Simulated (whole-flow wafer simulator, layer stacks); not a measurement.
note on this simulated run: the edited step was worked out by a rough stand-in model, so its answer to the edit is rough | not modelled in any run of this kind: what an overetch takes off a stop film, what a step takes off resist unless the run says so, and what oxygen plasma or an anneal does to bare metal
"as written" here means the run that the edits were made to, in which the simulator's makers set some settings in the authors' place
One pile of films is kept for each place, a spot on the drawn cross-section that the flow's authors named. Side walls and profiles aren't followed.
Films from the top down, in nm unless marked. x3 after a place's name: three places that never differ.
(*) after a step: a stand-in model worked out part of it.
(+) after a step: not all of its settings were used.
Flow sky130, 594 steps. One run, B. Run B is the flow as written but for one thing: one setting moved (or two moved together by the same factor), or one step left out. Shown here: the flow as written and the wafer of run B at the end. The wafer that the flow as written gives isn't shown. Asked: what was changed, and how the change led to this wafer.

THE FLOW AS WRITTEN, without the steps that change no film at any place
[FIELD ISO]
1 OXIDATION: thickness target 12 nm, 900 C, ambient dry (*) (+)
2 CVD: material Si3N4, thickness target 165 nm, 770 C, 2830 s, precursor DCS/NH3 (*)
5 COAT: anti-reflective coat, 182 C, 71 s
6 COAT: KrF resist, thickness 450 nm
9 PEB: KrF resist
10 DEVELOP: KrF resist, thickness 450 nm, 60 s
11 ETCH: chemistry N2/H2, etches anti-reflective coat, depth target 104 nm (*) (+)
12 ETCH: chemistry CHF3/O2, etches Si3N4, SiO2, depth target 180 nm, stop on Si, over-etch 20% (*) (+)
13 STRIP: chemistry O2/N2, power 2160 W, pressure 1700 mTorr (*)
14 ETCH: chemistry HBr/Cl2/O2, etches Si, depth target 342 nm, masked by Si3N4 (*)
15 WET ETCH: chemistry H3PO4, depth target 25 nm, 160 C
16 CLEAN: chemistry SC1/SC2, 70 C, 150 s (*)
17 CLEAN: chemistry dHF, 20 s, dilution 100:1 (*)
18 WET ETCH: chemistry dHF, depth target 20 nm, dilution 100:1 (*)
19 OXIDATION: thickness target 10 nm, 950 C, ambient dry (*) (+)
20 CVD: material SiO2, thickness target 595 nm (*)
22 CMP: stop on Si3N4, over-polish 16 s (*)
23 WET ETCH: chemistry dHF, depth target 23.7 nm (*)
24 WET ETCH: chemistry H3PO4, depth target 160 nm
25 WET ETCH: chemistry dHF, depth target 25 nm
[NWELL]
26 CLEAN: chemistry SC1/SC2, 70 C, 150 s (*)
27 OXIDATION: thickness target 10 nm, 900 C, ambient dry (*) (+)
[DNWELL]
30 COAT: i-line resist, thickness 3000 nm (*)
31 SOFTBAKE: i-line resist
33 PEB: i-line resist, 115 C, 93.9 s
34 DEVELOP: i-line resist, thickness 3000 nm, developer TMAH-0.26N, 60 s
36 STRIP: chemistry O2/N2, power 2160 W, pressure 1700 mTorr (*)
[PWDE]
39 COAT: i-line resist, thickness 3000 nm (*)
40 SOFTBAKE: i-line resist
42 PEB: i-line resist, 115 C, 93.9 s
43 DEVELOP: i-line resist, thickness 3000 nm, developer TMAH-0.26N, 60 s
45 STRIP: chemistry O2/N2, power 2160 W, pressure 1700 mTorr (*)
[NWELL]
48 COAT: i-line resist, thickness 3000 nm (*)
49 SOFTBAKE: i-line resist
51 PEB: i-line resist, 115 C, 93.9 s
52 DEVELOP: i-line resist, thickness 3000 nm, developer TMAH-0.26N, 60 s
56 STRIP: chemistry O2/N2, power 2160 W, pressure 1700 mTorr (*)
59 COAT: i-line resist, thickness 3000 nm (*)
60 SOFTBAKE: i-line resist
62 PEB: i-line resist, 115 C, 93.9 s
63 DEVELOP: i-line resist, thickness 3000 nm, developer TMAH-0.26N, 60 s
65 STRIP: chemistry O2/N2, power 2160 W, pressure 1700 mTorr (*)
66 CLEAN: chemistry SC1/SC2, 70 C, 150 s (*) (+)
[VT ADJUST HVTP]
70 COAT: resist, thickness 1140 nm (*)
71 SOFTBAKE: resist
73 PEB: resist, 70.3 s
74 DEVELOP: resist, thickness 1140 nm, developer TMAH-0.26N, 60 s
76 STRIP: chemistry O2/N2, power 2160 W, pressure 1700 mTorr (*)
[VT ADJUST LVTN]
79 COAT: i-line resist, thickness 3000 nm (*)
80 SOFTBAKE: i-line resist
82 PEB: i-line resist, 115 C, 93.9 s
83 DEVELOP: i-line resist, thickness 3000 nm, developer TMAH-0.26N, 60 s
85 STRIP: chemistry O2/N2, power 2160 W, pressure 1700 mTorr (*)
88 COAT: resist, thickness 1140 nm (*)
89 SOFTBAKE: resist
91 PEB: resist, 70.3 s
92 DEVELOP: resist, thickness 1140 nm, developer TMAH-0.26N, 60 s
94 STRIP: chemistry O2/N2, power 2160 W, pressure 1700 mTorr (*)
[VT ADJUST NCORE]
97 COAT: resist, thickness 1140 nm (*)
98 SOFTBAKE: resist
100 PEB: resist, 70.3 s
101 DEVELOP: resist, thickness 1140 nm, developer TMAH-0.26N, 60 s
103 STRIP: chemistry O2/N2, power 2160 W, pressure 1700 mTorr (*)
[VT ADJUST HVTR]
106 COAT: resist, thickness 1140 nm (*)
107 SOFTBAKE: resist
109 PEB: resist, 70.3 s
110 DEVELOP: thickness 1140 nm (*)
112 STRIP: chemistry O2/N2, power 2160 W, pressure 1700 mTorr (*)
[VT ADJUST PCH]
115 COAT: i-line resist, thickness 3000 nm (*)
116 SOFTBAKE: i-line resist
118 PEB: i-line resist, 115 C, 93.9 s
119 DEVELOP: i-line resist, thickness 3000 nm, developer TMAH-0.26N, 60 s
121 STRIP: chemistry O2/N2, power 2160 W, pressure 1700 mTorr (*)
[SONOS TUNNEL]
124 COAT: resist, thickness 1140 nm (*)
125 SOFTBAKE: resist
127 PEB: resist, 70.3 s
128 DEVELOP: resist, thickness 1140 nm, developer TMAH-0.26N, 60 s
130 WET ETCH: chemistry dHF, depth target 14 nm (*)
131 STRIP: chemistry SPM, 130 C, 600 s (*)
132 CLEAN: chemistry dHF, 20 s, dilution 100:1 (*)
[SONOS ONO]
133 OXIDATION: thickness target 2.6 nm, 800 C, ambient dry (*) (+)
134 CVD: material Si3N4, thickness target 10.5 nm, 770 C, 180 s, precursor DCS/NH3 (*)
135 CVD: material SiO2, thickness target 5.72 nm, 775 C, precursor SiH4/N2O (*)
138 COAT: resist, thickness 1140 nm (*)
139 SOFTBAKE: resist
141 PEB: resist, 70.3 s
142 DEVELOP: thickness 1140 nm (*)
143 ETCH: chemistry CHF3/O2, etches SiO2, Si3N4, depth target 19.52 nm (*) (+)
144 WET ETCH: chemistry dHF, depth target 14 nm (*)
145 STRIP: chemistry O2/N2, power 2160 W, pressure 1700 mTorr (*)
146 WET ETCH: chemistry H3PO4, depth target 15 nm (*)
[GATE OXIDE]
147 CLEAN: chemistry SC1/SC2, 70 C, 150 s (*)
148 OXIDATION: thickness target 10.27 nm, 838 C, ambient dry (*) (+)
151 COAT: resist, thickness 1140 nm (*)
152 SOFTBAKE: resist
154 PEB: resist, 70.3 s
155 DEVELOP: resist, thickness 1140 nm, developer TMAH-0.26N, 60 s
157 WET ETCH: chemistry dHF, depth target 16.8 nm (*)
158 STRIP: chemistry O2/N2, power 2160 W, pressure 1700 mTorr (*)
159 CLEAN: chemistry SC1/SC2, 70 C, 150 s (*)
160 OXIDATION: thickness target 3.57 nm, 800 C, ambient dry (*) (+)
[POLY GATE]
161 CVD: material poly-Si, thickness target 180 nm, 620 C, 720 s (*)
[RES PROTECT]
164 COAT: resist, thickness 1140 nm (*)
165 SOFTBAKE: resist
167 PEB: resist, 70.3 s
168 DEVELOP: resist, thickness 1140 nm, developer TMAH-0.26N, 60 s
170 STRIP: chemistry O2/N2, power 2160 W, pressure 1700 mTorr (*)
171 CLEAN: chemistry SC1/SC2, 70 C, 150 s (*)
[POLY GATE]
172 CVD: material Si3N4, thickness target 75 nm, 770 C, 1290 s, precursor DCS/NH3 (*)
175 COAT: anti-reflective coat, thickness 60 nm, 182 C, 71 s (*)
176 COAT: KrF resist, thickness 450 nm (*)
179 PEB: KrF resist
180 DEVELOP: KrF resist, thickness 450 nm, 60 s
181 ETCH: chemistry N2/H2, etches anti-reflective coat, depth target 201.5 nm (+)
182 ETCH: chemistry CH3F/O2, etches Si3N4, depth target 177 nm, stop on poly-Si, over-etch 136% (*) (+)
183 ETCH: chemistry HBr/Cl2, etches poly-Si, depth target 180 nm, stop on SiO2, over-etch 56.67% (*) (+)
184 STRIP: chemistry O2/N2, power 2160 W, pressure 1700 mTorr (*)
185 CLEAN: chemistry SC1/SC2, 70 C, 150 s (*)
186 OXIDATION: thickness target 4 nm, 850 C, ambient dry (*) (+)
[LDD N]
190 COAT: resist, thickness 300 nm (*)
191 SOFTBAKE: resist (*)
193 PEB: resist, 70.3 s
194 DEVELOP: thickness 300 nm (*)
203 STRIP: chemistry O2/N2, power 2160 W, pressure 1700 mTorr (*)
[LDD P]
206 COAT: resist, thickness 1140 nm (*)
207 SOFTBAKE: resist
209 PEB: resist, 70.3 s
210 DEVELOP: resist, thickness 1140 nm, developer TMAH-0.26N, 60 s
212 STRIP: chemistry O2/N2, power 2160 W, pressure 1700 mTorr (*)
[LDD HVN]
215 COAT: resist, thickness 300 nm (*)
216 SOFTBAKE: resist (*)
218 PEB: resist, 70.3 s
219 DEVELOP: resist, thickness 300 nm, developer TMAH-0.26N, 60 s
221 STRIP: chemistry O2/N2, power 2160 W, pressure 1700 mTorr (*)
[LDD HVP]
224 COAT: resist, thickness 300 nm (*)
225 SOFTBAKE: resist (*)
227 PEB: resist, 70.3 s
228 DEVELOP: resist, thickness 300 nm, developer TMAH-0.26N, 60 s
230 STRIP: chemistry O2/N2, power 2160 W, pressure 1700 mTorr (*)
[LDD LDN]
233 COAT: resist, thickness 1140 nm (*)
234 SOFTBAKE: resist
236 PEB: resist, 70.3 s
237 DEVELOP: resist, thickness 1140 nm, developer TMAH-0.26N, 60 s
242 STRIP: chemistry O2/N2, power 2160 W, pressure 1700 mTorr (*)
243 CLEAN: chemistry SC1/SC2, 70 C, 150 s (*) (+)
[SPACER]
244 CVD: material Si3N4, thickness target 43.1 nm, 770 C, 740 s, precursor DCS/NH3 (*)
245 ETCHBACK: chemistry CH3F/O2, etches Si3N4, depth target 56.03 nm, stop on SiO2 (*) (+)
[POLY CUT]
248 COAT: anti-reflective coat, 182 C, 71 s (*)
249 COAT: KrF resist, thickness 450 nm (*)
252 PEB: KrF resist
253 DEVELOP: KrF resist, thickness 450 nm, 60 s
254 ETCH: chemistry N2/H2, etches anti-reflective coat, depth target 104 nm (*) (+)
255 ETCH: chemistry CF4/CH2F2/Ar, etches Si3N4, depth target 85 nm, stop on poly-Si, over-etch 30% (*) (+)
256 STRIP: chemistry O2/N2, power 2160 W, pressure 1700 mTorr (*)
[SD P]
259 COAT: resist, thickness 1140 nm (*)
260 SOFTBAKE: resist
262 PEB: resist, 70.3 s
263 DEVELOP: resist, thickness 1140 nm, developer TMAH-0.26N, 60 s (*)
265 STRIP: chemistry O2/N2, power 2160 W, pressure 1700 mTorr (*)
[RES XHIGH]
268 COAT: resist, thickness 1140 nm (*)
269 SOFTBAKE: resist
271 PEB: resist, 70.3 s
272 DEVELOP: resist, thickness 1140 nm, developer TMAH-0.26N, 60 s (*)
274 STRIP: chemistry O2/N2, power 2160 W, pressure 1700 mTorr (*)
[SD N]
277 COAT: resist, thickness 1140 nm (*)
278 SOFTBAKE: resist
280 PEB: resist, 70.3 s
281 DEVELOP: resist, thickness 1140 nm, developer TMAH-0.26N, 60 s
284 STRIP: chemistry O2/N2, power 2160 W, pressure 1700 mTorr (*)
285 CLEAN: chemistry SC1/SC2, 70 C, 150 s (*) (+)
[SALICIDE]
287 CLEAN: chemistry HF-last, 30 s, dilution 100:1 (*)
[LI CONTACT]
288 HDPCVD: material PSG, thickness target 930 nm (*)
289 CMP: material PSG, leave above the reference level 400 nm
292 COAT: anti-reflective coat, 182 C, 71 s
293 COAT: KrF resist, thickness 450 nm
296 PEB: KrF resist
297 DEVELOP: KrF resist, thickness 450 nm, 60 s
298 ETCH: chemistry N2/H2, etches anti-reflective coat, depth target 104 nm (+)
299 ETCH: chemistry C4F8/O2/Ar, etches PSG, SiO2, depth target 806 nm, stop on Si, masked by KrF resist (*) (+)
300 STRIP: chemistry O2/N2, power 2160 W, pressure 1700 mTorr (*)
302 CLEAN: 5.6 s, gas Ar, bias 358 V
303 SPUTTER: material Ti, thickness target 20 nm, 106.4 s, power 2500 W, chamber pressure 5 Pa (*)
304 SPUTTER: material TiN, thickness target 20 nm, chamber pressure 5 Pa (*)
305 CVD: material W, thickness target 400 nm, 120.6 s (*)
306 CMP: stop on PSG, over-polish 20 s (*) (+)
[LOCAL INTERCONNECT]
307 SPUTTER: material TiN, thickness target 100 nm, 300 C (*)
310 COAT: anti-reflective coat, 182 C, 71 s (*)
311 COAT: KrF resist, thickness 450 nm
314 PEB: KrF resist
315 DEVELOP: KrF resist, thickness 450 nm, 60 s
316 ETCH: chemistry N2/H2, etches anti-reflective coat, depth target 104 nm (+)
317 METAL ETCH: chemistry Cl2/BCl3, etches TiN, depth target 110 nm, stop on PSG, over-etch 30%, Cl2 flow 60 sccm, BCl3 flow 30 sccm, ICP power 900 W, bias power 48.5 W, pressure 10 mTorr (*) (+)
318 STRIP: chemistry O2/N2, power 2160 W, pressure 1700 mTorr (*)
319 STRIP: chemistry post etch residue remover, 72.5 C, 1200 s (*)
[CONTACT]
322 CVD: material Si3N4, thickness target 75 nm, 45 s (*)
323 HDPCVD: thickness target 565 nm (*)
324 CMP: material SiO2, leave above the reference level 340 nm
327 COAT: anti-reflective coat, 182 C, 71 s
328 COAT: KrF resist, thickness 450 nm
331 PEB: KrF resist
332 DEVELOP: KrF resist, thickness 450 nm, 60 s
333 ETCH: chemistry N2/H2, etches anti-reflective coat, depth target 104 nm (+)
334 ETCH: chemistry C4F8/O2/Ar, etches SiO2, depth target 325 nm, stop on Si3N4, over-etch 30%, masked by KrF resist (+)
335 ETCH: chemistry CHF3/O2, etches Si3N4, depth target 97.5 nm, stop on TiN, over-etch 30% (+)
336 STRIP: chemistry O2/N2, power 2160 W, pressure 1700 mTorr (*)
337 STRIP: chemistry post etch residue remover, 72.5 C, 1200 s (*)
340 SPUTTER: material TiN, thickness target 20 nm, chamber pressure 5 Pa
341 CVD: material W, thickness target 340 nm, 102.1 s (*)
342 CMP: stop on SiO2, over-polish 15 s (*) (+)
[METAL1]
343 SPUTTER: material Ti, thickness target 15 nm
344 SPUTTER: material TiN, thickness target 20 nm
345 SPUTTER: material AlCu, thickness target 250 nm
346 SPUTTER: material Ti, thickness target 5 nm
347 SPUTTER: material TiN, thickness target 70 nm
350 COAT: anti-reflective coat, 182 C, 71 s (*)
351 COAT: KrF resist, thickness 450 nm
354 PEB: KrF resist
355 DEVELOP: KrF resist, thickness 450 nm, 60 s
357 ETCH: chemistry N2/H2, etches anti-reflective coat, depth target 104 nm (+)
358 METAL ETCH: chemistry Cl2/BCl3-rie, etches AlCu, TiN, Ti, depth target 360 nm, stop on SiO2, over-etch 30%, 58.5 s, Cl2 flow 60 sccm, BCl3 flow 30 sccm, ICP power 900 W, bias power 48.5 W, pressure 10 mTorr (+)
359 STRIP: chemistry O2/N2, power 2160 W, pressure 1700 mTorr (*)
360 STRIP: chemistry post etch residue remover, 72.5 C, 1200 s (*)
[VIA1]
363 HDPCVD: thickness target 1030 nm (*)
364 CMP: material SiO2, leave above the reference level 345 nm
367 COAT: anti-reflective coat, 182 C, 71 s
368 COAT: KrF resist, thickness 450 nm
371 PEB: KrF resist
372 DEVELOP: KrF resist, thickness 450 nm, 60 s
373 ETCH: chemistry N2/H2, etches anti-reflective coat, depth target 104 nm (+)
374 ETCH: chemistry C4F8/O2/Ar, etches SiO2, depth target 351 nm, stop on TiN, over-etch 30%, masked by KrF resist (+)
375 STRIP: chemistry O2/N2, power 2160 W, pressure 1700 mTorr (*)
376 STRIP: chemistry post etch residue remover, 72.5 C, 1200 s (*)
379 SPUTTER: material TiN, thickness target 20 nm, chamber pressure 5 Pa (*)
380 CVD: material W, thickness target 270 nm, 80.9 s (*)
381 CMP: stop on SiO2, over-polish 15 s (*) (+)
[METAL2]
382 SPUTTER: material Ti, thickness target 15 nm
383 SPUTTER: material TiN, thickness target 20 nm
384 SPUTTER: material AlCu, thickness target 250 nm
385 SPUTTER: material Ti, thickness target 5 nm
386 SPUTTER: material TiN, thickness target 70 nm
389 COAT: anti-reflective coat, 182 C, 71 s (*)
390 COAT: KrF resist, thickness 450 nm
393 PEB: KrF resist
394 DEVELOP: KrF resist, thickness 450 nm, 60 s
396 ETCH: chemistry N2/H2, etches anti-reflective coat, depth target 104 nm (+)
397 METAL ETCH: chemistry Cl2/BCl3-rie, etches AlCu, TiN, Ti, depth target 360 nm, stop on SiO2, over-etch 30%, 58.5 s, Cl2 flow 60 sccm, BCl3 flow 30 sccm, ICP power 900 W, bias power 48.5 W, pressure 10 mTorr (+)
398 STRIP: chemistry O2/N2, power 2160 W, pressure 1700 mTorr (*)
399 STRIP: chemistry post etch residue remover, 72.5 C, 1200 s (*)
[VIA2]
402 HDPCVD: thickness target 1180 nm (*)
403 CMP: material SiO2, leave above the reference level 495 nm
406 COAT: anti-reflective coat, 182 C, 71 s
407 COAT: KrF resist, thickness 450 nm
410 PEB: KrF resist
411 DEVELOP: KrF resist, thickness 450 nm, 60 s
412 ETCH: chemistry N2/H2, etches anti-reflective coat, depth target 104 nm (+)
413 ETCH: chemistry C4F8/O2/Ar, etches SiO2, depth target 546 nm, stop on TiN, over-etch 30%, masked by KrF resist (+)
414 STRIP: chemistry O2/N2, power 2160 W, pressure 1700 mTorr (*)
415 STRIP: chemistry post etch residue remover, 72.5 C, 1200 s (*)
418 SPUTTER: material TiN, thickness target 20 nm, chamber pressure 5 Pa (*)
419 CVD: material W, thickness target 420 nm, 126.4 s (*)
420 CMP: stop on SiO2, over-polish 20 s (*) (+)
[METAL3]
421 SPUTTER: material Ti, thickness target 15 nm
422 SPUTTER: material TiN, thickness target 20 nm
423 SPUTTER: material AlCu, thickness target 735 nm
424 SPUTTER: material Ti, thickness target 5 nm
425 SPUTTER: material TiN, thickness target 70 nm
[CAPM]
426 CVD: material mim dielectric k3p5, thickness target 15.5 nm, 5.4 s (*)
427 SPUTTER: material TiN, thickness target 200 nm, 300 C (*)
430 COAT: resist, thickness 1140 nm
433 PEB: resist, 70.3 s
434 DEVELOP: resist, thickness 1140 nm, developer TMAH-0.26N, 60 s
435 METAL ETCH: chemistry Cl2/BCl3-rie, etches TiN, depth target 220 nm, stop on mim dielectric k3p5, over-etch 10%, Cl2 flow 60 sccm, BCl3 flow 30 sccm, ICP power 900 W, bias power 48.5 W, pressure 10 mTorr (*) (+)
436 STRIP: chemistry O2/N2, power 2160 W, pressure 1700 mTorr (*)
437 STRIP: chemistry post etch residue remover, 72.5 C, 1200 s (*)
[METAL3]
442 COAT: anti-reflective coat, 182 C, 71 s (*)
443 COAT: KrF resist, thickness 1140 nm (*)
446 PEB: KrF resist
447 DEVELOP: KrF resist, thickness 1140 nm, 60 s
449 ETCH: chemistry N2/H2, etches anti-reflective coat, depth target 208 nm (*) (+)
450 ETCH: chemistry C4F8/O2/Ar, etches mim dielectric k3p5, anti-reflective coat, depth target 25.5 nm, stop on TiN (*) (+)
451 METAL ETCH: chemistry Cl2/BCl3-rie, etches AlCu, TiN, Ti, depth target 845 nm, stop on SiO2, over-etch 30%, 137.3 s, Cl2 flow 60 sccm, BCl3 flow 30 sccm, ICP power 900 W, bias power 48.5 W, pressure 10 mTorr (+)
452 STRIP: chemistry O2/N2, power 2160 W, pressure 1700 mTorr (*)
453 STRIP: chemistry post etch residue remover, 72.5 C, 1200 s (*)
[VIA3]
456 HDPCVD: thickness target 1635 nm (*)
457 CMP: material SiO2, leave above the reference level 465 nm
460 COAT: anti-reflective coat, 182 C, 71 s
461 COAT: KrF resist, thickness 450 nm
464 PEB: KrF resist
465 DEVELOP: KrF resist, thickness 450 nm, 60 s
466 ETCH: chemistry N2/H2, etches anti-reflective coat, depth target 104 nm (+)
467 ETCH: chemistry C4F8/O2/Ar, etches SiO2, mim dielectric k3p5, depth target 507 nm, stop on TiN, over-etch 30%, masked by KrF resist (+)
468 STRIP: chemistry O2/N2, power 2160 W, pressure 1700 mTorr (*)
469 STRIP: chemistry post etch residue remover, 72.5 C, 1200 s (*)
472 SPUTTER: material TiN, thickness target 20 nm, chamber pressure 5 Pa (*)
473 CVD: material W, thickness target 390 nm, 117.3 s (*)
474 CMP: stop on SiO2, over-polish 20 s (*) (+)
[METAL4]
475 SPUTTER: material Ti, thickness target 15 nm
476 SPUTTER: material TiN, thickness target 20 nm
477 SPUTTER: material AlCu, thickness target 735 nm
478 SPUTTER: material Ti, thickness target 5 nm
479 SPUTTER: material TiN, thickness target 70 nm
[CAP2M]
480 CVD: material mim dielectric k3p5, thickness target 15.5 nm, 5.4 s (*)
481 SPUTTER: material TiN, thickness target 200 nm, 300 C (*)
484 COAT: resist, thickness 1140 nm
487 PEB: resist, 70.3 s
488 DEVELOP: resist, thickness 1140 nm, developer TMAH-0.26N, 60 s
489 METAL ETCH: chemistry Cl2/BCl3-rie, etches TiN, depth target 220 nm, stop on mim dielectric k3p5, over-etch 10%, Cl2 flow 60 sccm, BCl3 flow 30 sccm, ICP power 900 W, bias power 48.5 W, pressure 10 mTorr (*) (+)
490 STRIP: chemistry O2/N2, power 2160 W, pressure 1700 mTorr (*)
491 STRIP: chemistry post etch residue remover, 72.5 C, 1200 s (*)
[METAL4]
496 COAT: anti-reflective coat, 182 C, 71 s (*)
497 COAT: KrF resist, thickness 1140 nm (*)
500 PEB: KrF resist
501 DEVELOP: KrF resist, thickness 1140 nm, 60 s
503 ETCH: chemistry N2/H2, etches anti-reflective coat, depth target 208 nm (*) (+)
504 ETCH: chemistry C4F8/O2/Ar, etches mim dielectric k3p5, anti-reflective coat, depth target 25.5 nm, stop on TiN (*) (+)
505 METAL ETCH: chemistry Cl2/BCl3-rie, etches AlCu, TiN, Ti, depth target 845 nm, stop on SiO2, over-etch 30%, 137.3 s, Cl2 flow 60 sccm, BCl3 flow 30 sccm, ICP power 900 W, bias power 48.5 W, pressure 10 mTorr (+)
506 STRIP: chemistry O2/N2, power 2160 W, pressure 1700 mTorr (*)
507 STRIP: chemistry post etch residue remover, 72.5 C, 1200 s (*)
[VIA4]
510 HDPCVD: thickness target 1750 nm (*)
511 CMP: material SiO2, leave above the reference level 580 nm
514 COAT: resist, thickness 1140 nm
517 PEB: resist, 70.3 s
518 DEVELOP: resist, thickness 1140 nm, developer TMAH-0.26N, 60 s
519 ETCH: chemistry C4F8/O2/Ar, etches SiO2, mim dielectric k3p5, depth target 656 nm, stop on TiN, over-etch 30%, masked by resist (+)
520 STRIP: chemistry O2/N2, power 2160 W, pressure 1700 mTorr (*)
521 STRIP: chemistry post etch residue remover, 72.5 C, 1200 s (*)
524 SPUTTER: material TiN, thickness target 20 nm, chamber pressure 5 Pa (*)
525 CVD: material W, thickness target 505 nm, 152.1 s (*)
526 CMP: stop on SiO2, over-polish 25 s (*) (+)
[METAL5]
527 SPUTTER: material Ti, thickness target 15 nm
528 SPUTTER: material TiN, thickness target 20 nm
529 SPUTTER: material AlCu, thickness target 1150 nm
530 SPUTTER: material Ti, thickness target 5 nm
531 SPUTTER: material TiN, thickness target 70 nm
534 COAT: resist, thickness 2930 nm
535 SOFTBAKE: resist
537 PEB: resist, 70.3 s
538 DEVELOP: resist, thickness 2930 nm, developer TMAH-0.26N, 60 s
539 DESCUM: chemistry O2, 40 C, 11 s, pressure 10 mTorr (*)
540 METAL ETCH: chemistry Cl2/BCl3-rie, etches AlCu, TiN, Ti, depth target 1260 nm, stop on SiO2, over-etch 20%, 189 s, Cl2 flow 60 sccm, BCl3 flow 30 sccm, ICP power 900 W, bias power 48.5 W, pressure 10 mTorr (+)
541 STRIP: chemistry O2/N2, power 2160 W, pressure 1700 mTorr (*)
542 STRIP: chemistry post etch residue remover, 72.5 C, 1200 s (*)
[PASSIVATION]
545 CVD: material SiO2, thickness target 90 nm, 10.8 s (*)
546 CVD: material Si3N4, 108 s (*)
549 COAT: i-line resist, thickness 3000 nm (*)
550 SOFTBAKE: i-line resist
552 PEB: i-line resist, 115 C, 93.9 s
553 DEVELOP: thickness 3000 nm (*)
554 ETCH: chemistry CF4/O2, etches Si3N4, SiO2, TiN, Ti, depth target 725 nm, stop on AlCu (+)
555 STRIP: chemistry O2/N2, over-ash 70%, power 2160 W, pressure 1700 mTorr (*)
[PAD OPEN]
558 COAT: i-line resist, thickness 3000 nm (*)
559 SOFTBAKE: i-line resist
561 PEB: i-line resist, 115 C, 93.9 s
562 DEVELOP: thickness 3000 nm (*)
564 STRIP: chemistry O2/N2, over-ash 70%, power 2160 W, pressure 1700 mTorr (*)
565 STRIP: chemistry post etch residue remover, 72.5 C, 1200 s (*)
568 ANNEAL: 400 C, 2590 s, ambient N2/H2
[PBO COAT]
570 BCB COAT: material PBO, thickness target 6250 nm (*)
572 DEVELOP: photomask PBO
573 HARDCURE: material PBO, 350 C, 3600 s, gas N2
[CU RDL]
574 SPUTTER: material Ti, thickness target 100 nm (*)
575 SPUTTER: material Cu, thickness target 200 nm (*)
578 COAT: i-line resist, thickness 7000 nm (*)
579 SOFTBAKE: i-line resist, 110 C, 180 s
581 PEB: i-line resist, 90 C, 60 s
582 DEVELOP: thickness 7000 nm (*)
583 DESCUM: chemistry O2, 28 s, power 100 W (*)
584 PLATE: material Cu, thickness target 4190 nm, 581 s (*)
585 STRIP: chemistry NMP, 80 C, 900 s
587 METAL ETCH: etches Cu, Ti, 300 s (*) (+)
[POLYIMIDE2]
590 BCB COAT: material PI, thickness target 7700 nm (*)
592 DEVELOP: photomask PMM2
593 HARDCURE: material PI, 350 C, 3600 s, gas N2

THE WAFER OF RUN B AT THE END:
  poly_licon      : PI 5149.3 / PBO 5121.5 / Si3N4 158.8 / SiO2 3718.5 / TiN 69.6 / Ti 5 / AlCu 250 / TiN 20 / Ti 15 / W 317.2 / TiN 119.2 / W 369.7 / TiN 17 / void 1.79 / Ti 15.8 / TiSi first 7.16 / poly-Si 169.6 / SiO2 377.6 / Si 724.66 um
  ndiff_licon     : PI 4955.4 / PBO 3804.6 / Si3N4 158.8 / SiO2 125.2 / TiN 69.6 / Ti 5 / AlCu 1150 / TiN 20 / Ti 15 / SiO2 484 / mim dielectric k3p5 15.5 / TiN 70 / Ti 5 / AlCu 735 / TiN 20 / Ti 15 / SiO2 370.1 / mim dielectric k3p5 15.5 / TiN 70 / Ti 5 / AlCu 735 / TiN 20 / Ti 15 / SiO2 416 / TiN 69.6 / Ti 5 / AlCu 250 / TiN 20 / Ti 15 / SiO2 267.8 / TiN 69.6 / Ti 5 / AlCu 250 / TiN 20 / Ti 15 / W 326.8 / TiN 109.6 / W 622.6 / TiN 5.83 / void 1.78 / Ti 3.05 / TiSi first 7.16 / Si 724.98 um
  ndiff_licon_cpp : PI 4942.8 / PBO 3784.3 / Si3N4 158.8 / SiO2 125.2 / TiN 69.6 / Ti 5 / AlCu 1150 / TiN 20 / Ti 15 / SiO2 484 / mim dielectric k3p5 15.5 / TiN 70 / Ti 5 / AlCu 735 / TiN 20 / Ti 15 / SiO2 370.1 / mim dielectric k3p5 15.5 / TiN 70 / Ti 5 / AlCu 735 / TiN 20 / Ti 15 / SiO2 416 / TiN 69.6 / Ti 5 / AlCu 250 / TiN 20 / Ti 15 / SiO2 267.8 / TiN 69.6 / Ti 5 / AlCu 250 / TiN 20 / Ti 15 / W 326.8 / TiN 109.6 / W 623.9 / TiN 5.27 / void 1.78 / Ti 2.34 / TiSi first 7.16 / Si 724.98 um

The cause: step 304, SPUTTER: thickness target 17 nm was run, where the flow has thickness target 20 nm.
It can be read off the wafer: poly_licon has TiN 17, and step 304 as written asks for 20 nm.

How the change led to this, step by step:
  304 SPUTTER: material TiN, thickness target 20 nm, chamber pressure 5 Pa (*)
      field, active, n_well and 185 more: TiN +17 (new film) (as written it would be: TiN +20 (new film))
      ndiff_licon: TiN +5.83 (new film) (as written it would be: TiN +6.83 (new film))
      (and at 2 more places)
  306 CMP: stop on PSG, over-polish 20 s (*) (+)
      field, active, n_well and 184 more: W -400 (all of it), TiN -17 (all of it), Ti -20 (all of it), PSG -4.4 (as written it would be: W -400 (all of it), TiN -20 (all of it), Ti -20 (all of it), PSG -4.4)
      poly_licon: W -30.3 (as written it would be: W -33.3)
